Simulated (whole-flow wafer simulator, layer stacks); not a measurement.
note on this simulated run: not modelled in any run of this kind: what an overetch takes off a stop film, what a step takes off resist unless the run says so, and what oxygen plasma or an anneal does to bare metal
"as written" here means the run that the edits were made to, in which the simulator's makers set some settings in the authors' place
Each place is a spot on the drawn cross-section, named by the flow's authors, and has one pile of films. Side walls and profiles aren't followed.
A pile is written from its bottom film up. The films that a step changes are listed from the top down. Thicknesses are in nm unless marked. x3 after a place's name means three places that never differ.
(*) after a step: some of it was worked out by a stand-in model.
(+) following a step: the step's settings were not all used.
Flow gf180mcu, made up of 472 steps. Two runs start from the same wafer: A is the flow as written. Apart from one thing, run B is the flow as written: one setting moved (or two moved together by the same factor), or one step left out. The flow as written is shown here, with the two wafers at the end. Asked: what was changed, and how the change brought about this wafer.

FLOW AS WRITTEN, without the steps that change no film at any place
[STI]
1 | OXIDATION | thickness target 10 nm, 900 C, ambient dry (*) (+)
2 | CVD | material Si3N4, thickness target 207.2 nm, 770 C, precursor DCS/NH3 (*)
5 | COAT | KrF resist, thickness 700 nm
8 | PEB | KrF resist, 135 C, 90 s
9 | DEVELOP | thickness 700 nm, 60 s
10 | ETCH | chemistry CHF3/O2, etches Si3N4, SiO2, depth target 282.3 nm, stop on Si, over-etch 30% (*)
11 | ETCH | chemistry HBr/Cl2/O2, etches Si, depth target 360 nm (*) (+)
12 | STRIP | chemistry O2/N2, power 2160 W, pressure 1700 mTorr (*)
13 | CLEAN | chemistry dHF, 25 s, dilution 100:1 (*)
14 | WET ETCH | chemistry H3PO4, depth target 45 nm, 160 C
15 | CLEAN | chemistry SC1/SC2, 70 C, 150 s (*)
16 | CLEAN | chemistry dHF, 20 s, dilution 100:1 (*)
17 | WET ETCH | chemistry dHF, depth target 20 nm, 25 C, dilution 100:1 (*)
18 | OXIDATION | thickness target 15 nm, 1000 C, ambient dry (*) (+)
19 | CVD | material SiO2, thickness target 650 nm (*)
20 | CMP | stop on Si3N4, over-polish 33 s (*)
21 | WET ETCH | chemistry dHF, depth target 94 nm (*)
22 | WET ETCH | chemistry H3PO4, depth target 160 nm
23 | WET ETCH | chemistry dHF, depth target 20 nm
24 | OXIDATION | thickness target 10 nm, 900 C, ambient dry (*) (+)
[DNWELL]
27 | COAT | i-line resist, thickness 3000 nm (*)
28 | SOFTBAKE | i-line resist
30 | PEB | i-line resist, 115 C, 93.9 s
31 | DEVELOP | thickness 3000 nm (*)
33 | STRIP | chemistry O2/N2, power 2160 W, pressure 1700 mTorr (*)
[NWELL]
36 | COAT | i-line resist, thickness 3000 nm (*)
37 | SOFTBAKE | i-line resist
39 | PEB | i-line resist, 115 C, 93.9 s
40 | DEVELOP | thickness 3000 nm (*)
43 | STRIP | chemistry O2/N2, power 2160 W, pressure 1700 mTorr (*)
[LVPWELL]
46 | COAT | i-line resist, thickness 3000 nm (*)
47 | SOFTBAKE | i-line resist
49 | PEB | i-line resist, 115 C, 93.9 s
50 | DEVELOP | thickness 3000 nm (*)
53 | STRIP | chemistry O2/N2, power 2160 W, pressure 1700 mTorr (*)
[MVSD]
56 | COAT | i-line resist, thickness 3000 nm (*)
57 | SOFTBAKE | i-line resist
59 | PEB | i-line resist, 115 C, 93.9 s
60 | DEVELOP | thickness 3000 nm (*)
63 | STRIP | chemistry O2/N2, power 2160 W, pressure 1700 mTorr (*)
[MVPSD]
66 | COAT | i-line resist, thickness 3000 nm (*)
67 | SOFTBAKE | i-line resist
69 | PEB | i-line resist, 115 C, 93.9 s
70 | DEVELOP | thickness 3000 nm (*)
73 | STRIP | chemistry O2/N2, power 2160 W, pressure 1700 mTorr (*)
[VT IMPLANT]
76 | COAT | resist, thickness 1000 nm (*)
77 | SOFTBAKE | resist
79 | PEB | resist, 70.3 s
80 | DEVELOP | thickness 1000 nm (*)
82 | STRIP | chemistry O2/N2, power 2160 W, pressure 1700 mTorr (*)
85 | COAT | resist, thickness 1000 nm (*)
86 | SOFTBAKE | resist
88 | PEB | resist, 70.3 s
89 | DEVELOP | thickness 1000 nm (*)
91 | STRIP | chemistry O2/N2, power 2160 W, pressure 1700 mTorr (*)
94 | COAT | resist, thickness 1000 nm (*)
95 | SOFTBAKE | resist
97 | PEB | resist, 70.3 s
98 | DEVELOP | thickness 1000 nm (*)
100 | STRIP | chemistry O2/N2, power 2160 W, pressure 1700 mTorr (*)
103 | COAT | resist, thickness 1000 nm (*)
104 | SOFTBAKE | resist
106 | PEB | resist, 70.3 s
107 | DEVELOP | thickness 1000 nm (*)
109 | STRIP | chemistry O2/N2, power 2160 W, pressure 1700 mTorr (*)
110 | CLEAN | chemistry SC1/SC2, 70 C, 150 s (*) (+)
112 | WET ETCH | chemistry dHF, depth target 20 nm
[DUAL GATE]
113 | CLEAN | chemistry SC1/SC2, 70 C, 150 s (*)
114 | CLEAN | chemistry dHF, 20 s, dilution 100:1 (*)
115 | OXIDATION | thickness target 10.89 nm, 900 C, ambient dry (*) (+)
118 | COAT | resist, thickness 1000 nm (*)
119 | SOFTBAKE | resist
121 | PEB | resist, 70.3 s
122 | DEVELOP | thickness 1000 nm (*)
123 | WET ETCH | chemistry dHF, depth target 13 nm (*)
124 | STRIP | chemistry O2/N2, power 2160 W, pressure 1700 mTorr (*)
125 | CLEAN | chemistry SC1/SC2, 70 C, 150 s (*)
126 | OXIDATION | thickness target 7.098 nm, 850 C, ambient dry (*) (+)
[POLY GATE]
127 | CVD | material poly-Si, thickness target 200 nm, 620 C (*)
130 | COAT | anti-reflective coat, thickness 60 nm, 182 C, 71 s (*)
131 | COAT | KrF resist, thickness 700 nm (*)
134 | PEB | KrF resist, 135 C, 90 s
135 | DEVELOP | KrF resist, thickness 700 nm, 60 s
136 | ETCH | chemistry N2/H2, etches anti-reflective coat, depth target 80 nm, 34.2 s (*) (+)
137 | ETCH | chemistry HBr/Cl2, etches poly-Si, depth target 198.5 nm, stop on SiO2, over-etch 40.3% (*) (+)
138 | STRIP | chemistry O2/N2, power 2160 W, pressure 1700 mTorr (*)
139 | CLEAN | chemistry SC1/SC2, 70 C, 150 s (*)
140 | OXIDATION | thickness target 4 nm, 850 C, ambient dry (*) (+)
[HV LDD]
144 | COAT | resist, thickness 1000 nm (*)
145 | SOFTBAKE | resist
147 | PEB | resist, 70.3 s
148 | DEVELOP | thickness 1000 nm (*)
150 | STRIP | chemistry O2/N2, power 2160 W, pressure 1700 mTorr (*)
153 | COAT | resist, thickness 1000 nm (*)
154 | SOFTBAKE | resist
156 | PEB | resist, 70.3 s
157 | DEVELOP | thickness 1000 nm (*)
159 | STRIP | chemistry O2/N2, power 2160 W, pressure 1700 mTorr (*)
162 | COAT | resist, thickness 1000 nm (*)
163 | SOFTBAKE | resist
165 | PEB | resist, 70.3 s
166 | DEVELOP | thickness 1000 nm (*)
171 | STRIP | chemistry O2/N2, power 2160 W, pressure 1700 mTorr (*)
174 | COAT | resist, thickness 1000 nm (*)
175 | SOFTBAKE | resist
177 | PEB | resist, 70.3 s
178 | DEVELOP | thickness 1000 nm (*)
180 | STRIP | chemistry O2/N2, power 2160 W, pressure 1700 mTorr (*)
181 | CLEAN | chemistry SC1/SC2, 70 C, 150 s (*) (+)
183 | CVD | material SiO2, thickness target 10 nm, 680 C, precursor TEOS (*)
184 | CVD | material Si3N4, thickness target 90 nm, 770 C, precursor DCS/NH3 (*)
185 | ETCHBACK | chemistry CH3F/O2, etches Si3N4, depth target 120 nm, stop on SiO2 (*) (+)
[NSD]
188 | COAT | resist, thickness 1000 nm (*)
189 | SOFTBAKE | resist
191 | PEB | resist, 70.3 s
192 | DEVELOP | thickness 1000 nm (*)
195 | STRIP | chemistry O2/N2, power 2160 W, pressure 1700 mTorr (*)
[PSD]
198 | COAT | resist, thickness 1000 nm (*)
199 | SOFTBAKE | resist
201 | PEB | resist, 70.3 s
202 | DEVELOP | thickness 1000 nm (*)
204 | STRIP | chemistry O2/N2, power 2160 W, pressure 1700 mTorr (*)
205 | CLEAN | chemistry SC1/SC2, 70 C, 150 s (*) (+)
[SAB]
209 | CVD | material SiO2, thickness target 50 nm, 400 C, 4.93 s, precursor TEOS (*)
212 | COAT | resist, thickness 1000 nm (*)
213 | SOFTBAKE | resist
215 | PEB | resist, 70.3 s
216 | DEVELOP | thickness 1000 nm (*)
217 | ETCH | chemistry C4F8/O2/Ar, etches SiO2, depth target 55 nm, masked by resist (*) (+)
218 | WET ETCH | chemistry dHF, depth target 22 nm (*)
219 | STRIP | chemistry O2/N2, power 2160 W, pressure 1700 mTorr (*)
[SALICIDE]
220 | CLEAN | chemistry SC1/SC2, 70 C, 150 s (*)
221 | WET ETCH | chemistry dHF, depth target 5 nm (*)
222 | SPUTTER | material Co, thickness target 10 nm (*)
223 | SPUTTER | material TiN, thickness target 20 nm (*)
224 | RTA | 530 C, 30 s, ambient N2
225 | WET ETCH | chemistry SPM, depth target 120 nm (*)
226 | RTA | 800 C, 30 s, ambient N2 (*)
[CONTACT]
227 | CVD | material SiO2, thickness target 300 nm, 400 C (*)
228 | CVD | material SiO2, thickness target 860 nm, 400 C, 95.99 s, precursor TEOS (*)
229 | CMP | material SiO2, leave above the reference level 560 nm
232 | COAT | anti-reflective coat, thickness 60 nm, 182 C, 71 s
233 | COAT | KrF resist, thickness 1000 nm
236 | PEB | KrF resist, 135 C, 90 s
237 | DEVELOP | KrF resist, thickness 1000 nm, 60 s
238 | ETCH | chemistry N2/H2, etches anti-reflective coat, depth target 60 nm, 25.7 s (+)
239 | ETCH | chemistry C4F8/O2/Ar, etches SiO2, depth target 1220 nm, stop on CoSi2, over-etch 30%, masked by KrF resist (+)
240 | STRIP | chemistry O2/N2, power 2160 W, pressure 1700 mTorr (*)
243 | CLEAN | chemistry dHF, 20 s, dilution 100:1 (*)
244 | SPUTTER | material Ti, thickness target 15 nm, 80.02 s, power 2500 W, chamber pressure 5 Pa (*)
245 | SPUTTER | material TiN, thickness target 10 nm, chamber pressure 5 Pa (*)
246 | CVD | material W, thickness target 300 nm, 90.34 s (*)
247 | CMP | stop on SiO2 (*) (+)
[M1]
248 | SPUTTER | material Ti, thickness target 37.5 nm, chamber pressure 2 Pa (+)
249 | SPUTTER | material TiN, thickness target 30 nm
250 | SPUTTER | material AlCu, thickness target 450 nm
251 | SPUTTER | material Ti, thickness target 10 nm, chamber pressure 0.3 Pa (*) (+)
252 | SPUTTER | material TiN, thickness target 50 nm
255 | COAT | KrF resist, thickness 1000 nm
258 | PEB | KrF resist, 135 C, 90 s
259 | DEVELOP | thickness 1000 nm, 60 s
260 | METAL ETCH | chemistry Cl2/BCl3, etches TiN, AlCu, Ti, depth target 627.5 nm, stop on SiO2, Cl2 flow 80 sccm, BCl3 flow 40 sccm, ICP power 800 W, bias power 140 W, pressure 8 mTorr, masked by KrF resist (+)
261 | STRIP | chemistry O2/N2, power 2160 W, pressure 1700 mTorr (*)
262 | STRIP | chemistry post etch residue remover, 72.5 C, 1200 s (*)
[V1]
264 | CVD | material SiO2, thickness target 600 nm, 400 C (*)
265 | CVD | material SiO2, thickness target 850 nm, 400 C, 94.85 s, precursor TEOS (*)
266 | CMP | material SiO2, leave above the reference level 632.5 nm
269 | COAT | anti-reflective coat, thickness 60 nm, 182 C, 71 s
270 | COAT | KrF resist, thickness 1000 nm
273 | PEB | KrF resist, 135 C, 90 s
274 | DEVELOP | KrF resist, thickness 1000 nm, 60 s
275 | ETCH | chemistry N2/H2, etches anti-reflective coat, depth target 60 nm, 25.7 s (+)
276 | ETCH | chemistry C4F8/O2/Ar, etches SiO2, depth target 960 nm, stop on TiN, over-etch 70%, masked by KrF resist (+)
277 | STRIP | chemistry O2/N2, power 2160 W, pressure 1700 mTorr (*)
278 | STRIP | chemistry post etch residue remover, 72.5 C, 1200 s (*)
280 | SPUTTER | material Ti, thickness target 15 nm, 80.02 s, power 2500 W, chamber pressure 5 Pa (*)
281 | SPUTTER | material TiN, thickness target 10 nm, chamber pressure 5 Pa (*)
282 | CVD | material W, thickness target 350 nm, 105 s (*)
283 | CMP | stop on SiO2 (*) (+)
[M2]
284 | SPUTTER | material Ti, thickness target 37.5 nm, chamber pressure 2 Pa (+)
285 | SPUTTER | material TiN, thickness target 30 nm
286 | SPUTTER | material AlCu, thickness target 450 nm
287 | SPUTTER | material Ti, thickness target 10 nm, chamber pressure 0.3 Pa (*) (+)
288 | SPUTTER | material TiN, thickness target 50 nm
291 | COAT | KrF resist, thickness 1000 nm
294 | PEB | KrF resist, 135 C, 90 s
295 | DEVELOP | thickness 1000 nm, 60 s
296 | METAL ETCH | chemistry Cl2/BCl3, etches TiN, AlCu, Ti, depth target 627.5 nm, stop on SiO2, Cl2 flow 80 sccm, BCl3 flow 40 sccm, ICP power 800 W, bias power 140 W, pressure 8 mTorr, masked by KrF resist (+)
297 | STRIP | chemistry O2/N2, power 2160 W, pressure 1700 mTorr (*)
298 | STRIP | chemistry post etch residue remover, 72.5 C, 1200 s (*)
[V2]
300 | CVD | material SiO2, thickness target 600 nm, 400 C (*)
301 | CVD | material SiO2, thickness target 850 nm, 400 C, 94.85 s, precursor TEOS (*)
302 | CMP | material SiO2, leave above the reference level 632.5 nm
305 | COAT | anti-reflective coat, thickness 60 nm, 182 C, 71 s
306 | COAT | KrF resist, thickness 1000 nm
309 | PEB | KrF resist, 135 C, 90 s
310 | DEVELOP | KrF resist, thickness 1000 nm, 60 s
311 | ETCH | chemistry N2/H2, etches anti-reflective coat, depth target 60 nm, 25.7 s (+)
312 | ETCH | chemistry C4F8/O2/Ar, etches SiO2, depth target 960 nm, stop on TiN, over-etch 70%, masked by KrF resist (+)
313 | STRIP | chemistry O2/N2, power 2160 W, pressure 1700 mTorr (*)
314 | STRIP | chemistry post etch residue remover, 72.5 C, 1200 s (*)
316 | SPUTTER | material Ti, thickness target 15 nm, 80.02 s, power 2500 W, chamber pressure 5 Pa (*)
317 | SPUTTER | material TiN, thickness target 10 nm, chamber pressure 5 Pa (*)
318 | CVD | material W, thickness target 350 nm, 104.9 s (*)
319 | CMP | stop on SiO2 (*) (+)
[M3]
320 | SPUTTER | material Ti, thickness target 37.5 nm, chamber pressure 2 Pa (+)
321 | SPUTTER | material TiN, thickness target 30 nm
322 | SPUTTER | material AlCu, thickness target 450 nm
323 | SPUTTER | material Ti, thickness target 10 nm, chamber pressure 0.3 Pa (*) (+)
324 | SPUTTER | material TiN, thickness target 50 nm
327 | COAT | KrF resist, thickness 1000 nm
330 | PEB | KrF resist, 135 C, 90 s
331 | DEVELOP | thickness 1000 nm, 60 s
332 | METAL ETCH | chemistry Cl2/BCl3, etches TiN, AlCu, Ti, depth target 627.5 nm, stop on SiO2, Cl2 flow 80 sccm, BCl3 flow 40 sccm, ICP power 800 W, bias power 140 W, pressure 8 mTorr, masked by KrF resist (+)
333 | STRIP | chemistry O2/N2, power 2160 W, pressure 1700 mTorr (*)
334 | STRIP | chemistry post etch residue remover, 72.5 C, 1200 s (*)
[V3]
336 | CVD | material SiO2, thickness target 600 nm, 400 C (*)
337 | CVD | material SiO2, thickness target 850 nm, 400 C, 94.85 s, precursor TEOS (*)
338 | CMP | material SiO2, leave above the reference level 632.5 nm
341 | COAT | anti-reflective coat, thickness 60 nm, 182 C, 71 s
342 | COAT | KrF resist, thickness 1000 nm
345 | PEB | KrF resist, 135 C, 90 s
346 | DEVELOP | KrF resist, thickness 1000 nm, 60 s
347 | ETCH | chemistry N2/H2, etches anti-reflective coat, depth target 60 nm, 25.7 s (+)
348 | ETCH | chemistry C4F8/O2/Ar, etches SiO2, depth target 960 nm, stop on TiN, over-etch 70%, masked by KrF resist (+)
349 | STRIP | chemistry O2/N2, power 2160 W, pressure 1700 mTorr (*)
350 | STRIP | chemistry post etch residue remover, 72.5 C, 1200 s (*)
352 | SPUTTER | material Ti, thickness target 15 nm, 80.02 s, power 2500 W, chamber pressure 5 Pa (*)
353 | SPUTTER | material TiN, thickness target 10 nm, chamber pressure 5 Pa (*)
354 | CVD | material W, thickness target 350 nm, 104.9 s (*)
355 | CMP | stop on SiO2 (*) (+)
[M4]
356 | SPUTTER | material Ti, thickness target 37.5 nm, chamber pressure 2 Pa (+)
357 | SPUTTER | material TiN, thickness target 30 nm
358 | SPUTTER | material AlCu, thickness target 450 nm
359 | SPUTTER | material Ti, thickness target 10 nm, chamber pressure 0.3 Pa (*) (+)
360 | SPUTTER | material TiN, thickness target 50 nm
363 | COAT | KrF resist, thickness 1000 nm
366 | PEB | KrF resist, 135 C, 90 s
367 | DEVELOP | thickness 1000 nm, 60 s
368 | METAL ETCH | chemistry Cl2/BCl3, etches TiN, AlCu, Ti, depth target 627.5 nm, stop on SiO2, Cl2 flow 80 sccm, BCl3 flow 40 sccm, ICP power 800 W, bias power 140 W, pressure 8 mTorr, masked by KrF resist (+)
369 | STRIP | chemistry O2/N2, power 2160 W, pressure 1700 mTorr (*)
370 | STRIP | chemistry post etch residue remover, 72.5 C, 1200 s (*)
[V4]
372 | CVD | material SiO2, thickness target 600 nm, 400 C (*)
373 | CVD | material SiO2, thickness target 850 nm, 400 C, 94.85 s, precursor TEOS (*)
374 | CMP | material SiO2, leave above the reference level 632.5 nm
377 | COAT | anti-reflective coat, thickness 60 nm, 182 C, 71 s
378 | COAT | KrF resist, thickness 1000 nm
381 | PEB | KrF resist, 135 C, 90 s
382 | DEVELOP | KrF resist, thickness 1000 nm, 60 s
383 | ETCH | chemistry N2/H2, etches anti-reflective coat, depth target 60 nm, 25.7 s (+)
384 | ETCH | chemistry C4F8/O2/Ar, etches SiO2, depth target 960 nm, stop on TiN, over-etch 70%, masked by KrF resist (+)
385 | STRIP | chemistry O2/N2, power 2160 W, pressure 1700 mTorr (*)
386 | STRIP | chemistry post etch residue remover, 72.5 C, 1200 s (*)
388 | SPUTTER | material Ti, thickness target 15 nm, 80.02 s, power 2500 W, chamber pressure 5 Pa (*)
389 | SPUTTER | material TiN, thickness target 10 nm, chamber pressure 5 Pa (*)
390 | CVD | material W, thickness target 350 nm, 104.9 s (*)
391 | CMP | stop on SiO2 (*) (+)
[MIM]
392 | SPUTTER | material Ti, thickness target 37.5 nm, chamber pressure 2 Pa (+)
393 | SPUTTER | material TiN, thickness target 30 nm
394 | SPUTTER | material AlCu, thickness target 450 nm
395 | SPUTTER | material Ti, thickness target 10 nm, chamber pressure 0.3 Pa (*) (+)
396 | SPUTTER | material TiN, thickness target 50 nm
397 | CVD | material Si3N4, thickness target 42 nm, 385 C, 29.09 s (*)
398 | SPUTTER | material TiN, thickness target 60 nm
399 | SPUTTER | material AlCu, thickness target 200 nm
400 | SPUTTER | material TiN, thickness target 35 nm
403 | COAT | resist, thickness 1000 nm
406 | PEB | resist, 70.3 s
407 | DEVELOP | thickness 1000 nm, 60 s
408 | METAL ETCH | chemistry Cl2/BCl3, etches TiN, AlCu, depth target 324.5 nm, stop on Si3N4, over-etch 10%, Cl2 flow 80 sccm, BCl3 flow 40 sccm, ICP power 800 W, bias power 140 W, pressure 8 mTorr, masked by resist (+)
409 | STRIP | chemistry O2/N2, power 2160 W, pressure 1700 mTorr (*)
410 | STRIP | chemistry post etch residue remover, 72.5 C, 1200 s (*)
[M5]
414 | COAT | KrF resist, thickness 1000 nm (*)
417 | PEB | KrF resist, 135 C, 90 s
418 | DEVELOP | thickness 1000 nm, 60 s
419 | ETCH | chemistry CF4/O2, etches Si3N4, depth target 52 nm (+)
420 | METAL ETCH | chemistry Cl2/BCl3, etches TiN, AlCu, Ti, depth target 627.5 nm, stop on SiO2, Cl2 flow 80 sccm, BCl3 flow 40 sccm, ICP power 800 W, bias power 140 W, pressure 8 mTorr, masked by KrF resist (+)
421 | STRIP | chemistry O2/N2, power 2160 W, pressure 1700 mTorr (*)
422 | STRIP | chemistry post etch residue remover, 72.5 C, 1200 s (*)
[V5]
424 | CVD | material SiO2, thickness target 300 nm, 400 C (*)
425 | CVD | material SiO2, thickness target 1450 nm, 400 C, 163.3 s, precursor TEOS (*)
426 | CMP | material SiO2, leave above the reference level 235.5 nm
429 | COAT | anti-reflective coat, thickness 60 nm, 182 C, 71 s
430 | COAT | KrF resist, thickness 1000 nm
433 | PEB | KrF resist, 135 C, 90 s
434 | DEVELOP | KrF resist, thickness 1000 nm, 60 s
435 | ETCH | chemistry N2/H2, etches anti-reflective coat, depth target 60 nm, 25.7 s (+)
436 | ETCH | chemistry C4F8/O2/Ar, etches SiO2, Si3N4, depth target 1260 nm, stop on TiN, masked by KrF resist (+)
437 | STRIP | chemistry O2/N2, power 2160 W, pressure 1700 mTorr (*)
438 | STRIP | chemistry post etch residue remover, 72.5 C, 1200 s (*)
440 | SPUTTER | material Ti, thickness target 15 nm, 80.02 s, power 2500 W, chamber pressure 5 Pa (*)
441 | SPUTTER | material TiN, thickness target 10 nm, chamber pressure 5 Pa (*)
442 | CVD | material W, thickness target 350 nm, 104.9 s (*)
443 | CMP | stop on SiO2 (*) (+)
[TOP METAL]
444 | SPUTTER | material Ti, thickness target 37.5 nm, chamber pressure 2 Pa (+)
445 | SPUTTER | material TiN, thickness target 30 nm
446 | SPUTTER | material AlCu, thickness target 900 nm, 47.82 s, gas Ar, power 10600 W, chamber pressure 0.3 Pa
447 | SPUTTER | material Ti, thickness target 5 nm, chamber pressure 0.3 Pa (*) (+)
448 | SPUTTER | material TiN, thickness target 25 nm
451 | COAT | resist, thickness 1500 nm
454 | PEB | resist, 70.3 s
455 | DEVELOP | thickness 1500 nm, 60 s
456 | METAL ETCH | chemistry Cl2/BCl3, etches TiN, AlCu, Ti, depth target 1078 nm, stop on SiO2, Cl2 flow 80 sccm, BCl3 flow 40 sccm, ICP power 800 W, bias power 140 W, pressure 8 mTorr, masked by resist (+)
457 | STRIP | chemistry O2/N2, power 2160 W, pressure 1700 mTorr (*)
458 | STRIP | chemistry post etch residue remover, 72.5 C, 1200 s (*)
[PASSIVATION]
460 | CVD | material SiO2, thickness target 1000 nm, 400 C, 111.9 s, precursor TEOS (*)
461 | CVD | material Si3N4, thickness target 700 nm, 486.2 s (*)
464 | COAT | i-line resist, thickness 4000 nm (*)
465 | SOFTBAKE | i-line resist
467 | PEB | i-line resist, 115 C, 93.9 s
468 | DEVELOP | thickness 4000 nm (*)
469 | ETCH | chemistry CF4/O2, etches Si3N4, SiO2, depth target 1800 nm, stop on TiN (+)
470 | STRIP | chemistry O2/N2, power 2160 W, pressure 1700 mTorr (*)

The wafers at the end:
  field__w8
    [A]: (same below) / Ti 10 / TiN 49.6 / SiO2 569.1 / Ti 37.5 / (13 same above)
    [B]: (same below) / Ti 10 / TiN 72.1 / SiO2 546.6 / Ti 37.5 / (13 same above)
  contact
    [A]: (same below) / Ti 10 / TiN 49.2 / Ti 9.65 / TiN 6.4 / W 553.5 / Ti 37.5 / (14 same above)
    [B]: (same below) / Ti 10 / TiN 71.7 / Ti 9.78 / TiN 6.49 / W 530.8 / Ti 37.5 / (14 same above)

What caused this: step 360, SPUTTER: thickness target 72.5 nm was run, though the flow has thickness target 50 nm.

Step by step, how the change led to this:
  360 | SPUTTER | material TiN, thickness target 50 nm
      field, field__w1, field__w2 and 108 more: A TiN gains 50 (new film) | B TiN gains 72.5 (new film)
  368 | METAL ETCH | chemistry Cl2/BCl3, etches TiN, AlCu, Ti, depth target 627.5 nm, stop on SiO2, Cl2 flow 80 sccm, BCl3 flow 40 sccm, ICP power 800 W, bias power 140 W, pressure 8 mTorr, masked by KrF resist (+)
      field, field__w1, field__w2 and 103 more: A TiN loses 50 (all of it), Ti loses 10 (all of it), AlCu loses 450 (all of it), TiN loses 30 (all of it), Ti loses 37.5 (all of it) | B TiN loses 72.5 (all of it), Ti loses 10 (all of it), AlCu loses 450 (all of it), TiN loses 30 (all of it), Ti loses 37.5 (all of it)
  374 | CMP | material SiO2, leave above the reference level 632.5 nm
      field__w8, contact, m1, m1__w1, m1_nw: A SiO2 loses 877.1 | B SiO2 loses 899.6
  384 | ETCH | chemistry C4F8/O2/Ar, etches SiO2, depth target 960 nm, stop on TiN, over-etch 70%, masked by KrF resist (+)
      field, field__w1, field__w2 and 107 more: A KrF resist loses 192 | B KrF resist loses 187
      contact: A SiO2 loses 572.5 (all of it) | B SiO2 loses 550 (all of it)
  390 | CVD | material W, thickness target 350 nm, 104.9 s (*)
      contact: A W gains 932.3 (new film) | B W gains 909.6 (new film)
